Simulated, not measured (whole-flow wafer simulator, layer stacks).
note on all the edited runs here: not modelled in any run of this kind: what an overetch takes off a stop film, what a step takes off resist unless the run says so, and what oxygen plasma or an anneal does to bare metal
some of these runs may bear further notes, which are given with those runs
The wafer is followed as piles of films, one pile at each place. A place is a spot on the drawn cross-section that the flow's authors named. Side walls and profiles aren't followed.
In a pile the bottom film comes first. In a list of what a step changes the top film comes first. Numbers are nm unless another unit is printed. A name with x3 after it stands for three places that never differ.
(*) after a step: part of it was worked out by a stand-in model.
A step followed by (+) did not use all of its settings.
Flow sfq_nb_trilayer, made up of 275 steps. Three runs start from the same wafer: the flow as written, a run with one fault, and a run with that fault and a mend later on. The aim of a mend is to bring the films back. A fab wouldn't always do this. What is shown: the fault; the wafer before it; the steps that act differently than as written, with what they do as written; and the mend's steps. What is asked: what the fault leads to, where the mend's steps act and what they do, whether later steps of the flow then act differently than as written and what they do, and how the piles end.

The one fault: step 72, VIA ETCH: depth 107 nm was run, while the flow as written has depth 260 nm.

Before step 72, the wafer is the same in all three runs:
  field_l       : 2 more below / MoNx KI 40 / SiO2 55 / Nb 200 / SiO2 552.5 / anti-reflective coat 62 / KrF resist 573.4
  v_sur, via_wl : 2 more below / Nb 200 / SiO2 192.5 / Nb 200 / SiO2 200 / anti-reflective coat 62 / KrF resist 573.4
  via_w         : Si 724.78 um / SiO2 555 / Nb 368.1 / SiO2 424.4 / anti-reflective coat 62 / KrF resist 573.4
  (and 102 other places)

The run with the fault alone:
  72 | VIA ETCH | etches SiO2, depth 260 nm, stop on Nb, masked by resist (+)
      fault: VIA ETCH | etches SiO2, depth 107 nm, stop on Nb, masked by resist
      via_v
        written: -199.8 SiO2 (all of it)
        fault: -107 SiO2
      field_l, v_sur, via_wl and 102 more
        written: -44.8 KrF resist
        fault: -18.4 KrF resist
  Later steps of the flow acting differently than as written (3 more steps, not shown, differ only slightly: by at most 2% or 0.5 nm, whichever is larger):
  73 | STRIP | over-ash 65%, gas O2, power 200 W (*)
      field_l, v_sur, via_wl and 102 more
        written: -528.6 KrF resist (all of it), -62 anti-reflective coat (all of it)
        fault: -555 KrF resist (all of it), -62 anti-reflective coat (all of it)
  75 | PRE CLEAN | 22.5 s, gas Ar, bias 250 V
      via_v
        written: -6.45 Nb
        fault: -7.5 SiO2
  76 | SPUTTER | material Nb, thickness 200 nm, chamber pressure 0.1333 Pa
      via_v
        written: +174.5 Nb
        fault: +192.7 Nb (new film)
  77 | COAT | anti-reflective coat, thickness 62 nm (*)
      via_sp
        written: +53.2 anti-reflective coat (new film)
        fault: +52.1 anti-reflective coat (new film)
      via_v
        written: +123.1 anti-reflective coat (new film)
        fault: +106.3 anti-reflective coat (new film)
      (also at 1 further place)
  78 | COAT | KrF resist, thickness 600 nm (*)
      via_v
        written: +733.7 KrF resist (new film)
        fault: +654.6 KrF resist (new film)
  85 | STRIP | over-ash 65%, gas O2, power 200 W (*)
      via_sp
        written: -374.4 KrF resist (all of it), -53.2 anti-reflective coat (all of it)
        fault: -382.6 KrF resist (all of it), -52.1 anti-reflective coat (all of it)
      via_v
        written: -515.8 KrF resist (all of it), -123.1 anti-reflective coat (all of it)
        fault: -436.9 KrF resist (all of it), -106.3 anti-reflective coat (all of it)
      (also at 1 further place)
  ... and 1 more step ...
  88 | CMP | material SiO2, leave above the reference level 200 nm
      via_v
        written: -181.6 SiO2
        fault: -185.6 SiO2
  By the end, the piles at via_v depart from the flow's by more than 2% or 0.5 nm, whichever is larger.
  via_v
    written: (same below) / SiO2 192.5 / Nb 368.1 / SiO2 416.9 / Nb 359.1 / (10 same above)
    fault: (same below) / SiO2 192.5 / Nb 200 / SiO2 85.3 / Nb 192.7 / SiO2 306.9 / Nb 359.1 / (10 same above)

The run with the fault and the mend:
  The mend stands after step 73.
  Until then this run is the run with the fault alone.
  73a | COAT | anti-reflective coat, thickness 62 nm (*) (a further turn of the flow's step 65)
      p4_fl x3, p4_w1 x9, p4_g1 x2 and 63 more
        +62 anti-reflective coat (new film)
      c5j, ce_r, sp_r and 13 more
        +61.9 anti-reflective coat (new film)
      field_l, v_sur, via_wl, gap, jj_sur, ce_l
        +61.8 anti-reflective coat (new film)
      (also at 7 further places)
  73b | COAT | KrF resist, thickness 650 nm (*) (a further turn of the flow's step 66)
      p4_fl x3, p4_w1 x9, p4_g1 x2 and 63 more
        +650 KrF resist (new film)
      ln_m5, lsp_m, ln_m6, lsp_r, l0_sur, l0v
        +649.8 KrF resist (new film)
      r_end, moat, field_r, lsp_l
        +649.7 KrF resist (new film)
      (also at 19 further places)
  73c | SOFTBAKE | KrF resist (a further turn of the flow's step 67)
      alters no film at any place that is followed
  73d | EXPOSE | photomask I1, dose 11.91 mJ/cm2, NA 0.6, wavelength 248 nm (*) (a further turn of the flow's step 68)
      alters no film at any place that is followed
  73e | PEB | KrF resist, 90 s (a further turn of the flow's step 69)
      via_sp, wire, jj_sur and 94 more
        -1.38 KrF resist
      field_l, v_sur, via_wl, via_w, via_wr, be, be_sur, gap
        -1.37 KrF resist
      via_v
        -1.51 KrF resist
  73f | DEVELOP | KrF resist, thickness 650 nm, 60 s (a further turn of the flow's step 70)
      field_l, v_sur, via_wl and 102 more
        -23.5 KrF resist
      via_v
        -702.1 KrF resist (all of it)
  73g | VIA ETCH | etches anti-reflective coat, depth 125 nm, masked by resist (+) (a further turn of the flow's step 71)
      field_l, v_sur, via_wl and 102 more
        -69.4 KrF resist
      via_v
        -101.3 anti-reflective coat (all of it), -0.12 SiO2
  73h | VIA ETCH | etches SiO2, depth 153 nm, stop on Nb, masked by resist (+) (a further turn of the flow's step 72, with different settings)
      field_l, v_sur, via_wl and 102 more
        -24 KrF resist
      via_v
        -92.7 SiO2 (all of it)
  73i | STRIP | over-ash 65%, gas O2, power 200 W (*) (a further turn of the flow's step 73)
      p4_fl x3, p4_w1 x9, p4_g1 x2 and 63 more
        -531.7 KrF resist (all of it), -62 anti-reflective coat (all of it)
      r_end, moat, field_r, lsp_l, ln_m5, lsp_m
        -531.4 KrF resist (all of it), -61.9 anti-reflective coat (all of it)
      ln_m6, lsp_r, l0_sur, l0v
        -531.5 KrF resist (all of it), -61.9 anti-reflective coat (all of it)
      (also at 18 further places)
  None of the later steps of the flow differs from how it acts as written, at any place that is followed, by more than 2% or 0.5 nm, whichever is larger.
  The piles end only slightly different from the flow's at the places that both follow, by no more than 2% or 0.5 nm, whichever is larger.
